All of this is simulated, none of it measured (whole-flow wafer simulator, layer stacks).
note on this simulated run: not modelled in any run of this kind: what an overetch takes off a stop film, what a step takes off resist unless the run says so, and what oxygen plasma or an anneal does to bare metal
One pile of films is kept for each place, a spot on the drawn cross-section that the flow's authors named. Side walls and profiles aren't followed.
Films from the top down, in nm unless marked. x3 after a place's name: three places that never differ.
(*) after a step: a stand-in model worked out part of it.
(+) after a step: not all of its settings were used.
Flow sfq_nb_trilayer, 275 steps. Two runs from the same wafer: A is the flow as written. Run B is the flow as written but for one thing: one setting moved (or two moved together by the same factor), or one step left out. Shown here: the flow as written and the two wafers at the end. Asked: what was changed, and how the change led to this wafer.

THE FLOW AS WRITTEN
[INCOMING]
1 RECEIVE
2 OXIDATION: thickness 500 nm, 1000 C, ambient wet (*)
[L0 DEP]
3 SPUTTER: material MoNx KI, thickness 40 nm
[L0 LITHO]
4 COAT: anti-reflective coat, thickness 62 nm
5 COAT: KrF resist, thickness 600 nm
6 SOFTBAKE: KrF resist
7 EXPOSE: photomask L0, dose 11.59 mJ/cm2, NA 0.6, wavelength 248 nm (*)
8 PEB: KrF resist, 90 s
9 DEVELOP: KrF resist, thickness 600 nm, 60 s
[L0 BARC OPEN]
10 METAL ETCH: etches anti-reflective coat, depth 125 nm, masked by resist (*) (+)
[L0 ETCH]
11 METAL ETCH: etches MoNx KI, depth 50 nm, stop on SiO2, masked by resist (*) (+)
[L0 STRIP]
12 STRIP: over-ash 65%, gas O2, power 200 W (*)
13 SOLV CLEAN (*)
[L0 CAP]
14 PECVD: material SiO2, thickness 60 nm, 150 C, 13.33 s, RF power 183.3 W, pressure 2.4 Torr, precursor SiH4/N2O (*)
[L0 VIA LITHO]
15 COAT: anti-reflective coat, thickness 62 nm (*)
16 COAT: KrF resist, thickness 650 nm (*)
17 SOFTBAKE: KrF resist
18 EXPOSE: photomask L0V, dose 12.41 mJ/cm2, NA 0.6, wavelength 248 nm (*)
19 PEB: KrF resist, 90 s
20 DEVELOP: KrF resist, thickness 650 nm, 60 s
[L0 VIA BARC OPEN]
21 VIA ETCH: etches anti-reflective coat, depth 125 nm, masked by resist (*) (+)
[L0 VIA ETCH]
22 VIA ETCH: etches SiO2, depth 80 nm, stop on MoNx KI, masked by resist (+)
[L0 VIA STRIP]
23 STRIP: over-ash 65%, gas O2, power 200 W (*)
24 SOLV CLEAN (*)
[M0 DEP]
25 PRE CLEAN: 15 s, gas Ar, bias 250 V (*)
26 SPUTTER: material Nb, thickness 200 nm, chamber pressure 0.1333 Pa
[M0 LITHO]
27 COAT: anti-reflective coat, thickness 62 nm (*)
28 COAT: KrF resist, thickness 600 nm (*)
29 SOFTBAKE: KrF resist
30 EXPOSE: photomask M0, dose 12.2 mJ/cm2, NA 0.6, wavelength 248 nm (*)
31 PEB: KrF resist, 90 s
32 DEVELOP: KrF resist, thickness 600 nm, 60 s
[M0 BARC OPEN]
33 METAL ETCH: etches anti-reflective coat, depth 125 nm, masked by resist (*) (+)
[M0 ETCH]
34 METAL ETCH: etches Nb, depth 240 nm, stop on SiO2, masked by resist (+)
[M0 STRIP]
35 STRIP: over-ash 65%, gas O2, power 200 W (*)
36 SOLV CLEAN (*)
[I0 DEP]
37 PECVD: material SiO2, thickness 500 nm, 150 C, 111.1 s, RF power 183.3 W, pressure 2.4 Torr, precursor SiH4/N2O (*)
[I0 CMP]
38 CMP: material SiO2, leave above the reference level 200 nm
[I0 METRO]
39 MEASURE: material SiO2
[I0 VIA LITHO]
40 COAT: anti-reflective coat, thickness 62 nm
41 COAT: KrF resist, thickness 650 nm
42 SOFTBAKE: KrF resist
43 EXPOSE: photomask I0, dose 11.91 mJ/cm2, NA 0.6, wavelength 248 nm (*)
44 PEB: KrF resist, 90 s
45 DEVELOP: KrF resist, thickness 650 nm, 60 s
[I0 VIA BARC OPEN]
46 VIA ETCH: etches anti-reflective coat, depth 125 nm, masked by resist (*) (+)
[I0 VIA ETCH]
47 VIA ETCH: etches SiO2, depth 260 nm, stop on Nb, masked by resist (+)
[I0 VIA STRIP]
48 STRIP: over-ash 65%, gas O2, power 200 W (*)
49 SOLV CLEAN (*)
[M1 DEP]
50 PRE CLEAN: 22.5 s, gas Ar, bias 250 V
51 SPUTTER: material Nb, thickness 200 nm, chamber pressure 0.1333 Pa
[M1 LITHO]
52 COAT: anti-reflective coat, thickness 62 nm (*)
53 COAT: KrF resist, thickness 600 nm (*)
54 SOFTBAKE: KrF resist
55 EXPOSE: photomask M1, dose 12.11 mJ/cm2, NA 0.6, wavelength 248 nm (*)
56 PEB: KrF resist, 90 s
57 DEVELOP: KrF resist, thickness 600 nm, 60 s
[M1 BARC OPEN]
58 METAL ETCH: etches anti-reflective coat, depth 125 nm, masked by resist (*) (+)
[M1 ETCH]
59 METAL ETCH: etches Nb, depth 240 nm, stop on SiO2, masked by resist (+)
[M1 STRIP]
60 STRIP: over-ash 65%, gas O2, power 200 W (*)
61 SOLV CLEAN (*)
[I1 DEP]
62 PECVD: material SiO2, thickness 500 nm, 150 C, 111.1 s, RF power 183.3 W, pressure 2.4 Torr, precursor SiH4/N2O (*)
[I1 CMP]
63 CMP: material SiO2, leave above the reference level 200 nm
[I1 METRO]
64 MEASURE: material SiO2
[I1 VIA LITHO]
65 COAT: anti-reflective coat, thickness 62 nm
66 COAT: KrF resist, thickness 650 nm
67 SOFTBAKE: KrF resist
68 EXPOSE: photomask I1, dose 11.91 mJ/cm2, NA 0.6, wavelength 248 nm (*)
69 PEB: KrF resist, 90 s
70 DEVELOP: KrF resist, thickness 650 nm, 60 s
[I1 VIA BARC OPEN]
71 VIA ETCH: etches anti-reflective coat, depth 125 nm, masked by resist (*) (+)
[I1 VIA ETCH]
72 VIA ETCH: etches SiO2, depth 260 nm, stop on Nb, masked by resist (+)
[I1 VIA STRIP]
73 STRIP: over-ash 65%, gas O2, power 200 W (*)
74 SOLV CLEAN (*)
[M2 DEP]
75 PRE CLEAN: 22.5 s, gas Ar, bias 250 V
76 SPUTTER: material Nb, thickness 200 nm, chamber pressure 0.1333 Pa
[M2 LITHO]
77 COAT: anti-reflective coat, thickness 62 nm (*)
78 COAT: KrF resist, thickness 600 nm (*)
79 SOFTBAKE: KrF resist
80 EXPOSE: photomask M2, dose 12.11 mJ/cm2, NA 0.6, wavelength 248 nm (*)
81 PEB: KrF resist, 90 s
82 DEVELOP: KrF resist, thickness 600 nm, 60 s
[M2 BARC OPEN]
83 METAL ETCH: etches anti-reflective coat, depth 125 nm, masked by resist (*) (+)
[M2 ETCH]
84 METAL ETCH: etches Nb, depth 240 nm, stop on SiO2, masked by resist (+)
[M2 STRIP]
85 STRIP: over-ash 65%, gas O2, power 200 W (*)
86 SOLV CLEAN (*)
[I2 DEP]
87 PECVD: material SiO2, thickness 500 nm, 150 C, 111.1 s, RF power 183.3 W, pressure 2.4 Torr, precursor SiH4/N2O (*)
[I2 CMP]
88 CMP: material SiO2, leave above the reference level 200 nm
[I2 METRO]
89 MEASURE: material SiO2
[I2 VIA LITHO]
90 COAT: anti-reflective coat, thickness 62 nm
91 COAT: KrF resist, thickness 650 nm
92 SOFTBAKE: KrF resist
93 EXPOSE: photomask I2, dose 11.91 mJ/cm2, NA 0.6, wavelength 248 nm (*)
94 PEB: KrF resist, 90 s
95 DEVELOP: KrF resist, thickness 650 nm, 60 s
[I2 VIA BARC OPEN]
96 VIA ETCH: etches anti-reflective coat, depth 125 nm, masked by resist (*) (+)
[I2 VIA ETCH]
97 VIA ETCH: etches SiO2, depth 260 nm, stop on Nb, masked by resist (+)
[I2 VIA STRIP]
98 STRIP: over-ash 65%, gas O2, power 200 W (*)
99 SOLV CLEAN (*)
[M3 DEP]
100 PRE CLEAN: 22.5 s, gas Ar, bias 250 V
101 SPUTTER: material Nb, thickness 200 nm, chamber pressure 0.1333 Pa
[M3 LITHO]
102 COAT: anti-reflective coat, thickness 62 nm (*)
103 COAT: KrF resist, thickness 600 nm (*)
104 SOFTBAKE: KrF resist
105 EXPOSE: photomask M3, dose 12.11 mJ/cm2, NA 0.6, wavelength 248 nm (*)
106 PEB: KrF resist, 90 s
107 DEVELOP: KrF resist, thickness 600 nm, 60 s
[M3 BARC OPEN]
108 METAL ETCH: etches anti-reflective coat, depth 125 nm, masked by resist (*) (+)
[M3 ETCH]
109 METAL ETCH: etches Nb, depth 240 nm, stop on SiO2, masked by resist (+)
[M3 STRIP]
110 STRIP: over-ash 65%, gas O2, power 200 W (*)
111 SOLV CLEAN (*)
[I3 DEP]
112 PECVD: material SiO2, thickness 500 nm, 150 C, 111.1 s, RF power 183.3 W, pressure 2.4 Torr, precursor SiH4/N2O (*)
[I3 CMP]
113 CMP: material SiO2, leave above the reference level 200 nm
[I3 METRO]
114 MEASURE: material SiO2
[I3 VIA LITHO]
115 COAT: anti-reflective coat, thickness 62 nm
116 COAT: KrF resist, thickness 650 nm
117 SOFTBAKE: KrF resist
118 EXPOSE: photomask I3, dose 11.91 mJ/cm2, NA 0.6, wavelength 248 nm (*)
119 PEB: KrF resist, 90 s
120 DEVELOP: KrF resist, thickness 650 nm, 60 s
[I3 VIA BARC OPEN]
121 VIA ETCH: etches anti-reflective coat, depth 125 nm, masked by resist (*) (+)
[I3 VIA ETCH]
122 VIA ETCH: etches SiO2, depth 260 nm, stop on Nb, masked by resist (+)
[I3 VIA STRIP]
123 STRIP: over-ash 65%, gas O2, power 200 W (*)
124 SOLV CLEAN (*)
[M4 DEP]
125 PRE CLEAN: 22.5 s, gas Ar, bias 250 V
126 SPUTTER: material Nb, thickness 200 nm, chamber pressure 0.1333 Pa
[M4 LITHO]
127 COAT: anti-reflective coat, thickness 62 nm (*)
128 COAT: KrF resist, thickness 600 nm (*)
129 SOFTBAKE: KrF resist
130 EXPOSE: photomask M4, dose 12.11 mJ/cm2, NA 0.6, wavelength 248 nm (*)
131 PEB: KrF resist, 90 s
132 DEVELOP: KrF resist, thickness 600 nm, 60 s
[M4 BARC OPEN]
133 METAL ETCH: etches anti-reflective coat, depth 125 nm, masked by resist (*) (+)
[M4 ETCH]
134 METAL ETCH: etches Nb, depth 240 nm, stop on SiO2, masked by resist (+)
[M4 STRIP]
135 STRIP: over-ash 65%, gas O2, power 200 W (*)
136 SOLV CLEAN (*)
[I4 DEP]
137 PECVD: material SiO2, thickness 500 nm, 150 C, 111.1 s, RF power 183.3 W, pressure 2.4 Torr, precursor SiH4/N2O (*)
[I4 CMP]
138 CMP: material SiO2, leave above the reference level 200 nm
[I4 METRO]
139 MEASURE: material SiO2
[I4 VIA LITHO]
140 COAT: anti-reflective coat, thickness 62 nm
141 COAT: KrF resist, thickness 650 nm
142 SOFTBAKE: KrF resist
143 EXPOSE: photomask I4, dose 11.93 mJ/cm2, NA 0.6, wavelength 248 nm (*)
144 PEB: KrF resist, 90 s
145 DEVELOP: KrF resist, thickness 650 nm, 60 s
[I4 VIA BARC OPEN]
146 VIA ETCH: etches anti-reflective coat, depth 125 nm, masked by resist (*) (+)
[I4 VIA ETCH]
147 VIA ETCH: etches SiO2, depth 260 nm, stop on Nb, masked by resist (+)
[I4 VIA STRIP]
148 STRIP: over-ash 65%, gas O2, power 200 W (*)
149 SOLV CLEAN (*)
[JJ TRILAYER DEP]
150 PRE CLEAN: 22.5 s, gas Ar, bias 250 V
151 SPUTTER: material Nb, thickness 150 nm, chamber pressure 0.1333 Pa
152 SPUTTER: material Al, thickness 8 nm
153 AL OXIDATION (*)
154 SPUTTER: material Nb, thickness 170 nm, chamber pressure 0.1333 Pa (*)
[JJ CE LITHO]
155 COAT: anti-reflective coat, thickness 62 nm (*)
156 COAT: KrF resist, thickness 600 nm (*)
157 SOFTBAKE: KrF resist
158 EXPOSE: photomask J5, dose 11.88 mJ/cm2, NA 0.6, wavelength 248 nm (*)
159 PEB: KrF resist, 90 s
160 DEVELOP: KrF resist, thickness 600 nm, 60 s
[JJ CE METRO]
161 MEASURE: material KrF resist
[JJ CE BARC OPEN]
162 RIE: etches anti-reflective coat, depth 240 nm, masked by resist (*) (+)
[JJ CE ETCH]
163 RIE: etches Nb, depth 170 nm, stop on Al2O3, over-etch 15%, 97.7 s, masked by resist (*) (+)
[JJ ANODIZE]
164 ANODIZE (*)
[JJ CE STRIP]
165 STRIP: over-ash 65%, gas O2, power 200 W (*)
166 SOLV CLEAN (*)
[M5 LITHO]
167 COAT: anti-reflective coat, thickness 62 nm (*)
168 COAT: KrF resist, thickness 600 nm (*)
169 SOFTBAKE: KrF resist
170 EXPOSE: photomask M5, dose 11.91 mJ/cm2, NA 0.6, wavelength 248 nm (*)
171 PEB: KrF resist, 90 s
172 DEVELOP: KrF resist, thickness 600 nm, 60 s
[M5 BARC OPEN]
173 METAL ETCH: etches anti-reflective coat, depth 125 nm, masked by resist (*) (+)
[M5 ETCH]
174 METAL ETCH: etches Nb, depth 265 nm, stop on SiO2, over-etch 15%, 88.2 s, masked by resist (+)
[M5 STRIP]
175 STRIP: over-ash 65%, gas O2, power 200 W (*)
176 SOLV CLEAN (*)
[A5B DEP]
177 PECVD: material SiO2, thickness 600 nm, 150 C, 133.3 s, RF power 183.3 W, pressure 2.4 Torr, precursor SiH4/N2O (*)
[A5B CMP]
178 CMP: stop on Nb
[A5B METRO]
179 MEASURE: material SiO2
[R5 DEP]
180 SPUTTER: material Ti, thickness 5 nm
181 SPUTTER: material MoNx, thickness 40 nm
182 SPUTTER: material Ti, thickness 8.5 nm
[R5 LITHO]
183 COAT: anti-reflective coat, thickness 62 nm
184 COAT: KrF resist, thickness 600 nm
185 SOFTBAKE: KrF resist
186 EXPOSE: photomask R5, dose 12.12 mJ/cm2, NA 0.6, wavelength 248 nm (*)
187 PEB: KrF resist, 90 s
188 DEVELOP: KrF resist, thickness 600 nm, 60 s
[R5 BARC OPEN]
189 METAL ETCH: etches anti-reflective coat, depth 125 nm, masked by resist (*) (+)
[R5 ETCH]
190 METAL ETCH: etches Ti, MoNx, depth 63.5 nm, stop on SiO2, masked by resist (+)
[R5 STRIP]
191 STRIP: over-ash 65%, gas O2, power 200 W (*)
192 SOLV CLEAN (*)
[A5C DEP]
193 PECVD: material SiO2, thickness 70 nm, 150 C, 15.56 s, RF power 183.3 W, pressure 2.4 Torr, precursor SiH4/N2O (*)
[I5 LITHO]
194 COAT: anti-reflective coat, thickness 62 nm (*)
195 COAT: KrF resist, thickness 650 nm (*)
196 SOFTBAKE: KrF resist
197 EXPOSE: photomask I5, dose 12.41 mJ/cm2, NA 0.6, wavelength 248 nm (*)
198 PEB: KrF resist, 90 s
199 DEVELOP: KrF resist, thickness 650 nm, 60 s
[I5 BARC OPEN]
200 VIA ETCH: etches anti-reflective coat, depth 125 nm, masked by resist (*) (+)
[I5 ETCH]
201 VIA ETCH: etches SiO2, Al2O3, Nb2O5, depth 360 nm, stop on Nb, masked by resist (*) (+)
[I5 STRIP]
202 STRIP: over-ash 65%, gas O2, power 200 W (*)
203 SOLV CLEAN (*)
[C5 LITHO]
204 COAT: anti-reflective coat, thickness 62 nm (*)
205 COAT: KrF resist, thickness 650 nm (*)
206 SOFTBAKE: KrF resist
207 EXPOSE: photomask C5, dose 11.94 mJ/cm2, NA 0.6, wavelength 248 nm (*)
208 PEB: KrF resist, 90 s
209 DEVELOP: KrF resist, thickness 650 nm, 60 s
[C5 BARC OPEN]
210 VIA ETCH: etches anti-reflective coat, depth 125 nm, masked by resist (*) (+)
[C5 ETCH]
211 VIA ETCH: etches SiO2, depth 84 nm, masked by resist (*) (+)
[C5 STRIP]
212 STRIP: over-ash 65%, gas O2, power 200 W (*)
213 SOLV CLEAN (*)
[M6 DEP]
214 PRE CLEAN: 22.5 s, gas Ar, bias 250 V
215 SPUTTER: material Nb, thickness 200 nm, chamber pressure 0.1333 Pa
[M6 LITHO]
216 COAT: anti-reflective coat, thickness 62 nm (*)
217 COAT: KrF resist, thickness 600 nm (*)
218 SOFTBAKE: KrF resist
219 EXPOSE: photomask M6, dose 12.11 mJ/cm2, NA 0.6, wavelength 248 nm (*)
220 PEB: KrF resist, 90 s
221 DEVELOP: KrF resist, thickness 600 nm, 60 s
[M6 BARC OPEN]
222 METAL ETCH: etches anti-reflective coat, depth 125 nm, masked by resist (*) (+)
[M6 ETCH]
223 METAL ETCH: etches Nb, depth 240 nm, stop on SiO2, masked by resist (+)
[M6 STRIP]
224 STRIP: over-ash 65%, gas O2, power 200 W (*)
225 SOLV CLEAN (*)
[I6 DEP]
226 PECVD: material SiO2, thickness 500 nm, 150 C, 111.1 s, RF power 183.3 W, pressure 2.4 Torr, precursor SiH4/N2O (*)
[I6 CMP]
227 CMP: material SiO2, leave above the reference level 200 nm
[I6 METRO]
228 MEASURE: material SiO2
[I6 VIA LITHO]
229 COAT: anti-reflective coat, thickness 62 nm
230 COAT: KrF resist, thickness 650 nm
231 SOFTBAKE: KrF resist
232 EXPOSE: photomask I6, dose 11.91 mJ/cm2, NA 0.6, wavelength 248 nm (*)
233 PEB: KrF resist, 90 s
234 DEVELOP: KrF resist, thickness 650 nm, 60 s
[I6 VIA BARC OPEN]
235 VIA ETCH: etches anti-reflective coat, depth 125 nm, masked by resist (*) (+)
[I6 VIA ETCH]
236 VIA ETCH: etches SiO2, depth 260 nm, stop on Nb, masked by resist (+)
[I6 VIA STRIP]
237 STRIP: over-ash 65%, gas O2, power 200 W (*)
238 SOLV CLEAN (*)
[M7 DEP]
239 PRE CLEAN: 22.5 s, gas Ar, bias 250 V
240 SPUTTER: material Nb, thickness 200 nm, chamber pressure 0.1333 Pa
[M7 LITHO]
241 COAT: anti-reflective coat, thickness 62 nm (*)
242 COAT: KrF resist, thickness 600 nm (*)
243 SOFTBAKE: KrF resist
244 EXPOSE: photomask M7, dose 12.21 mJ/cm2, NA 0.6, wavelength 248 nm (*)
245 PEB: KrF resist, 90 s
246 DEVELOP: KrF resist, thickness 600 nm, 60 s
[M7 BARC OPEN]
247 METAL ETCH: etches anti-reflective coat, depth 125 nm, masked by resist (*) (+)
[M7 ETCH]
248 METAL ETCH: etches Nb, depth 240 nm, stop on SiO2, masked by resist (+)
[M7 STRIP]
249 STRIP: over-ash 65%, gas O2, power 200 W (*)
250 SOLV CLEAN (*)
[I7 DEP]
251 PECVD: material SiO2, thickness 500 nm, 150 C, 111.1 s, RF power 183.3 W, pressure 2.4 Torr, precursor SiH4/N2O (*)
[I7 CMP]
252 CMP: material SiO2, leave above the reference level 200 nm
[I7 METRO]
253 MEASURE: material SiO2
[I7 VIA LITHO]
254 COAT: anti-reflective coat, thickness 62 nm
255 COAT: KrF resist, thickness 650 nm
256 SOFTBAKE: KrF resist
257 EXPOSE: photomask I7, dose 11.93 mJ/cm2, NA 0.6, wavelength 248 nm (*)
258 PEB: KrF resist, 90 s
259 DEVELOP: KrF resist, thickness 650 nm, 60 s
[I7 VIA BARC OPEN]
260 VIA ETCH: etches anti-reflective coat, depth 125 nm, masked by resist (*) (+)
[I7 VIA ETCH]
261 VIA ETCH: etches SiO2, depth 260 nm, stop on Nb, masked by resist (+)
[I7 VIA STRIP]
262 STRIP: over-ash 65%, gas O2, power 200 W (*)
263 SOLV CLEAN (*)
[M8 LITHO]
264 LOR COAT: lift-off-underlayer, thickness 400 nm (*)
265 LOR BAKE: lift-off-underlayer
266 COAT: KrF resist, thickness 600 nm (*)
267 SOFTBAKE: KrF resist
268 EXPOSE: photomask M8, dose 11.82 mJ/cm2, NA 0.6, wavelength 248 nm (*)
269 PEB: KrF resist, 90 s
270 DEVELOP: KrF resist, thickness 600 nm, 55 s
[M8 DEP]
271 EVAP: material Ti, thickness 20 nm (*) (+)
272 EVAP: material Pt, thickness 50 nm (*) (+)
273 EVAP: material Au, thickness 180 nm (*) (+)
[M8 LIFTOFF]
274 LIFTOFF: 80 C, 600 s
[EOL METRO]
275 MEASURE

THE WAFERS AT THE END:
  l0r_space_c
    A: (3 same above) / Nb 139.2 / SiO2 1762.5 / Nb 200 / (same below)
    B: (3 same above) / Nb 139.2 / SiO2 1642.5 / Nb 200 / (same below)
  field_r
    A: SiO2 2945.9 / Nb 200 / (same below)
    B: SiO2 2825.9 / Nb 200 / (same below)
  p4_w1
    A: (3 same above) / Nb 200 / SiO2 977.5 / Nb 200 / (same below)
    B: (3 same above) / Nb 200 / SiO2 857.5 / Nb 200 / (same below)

The cause: step 38, CMP: leave above the reference level 80 nm was run, where the flow has leave above the reference level 200 nm.

How the change led to this, step by step:
  38 CMP: material SiO2, leave above the reference level 200 nm
      v_sur, via_wl, via_w and 94 more: A SiO2 -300 | B SiO2 -420
      field_l, l0_sur, l0r_line_l, l0r_line_c, l0r_line_r: A SiO2 -340 | B SiO2 -460
      (and at 4 more places)
  47 VIA ETCH: etches SiO2, depth 260 nm, stop on Nb, masked by resist (+)
      field_l, v_sur, via_wl and 102 more: A KrF resist -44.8 | B KrF resist -20.6
      via_w: A SiO2 -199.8 (all of it) | B SiO2 -79.8 (all of it)
  48 STRIP: over-ash 65%, gas O2, power 200 W (*)
      field_l, v_sur, via_wl and 102 more: A KrF resist -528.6 (all of it), anti-reflective coat -62 (all of it) | B KrF resist -552.8 (all of it), anti-reflective coat -62 (all of it)
  51 SPUTTER: material Nb, thickness 200 nm, chamber pressure 0.1333 Pa
      via_w: A Nb +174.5 | B Nb +197.5
  52 COAT: anti-reflective coat, thickness 62 nm (*)
      v_sur: A anti-reflective coat +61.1 (new film) | B anti-reflective coat +58.5 (new film)
      via_wl: A anti-reflective coat +33.8 (new film) | B anti-reflective coat +41.8 (new film)
      (and at 2 more places)
  53 COAT: KrF resist, thickness 600 nm (*)
      v_sur: A KrF resist +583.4 (new film) | B KrF resist +596.1 (new film)
      via_w: A KrF resist +731.8 (new film) | B KrF resist +637.6 (new film)
  60 STRIP: over-ash 65%, gas O2, power 200 W (*)
      v_sur: A KrF resist -365.9 (all of it), anti-reflective coat -61.1 (all of it) | B KrF resist -378.5 (all of it), anti-reflective coat -58.5 (all of it)
      via_wl: A KrF resist -385.5 (all of it), anti-reflective coat -33.8 (all of it) | B KrF resist -392.4 (all of it), anti-reflective coat -41.8 (all of it)
      (and at 3 more places)
  62 PECVD: material SiO2, thickness 500 nm, 150 C, 111.1 s, RF power 183.3 W, pressure 2.4 Torr, precursor SiH4/N2O (*)
      via_w: A SiO2 +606 (new film) | B SiO2 +500 (new film)
  63 CMP: material SiO2, leave above the reference level 200 nm
      via_w: A SiO2 -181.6 | B SiO2 -218.6
